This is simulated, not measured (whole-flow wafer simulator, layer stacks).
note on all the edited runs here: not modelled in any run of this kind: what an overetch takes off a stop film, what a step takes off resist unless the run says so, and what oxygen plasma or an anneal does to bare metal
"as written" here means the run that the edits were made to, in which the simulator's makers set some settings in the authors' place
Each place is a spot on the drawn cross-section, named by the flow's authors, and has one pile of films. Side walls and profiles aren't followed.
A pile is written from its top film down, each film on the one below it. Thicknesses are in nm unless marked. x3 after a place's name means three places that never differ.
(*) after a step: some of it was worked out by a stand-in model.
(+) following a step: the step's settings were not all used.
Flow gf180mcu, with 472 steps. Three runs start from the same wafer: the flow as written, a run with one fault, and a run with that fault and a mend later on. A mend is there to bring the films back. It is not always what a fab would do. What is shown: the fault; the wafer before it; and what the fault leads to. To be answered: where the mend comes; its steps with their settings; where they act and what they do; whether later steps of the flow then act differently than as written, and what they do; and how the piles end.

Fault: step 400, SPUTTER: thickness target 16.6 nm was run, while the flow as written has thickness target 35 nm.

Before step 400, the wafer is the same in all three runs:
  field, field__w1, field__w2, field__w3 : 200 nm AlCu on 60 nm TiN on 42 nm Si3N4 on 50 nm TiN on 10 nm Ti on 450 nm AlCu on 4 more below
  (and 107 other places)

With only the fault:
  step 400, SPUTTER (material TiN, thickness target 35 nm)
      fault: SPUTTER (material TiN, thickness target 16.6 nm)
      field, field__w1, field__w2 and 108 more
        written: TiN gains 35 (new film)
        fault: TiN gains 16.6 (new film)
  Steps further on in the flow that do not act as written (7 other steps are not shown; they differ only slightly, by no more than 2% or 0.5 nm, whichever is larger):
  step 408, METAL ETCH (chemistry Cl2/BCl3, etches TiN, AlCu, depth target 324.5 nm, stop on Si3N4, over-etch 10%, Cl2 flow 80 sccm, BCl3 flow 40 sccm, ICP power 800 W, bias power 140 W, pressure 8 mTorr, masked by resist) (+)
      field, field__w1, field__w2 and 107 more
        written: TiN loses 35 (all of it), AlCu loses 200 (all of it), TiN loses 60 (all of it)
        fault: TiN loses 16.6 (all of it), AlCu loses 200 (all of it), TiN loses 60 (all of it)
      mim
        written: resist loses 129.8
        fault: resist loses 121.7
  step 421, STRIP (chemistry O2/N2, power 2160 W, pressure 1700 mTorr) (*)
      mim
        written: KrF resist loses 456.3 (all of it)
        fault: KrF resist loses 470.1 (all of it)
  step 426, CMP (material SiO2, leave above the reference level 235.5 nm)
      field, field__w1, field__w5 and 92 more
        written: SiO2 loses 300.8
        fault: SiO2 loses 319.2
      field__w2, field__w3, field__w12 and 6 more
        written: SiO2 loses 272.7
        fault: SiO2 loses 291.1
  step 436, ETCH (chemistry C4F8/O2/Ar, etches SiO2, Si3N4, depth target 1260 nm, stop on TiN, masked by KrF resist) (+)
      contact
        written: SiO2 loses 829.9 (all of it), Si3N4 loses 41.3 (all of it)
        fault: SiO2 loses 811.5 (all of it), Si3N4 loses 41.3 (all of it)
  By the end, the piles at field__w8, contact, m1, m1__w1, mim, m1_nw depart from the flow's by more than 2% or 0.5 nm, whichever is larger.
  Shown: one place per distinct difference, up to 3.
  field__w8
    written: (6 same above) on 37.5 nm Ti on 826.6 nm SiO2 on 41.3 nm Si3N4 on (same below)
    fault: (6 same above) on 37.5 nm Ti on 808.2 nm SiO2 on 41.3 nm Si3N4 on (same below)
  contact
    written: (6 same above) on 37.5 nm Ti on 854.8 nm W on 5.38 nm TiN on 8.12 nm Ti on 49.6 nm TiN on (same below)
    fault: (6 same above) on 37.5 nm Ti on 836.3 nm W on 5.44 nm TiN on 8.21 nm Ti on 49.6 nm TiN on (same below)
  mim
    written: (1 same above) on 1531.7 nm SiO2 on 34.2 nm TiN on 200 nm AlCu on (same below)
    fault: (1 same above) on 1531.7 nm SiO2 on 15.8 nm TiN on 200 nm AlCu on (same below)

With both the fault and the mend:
  After step 400 comes the mend.
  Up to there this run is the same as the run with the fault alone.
  step 400a, SPUTTER (material TiN, thickness target 18.4 nm) (a further turn of the flow's step 400, with different settings)
      field, field__w1, field__w2 and 108 more
        TiN gains 18.4
  Every later step of the flow that is run acts as written at every place that is followed.
  The piles end the same as the flow's at every place that both follow.
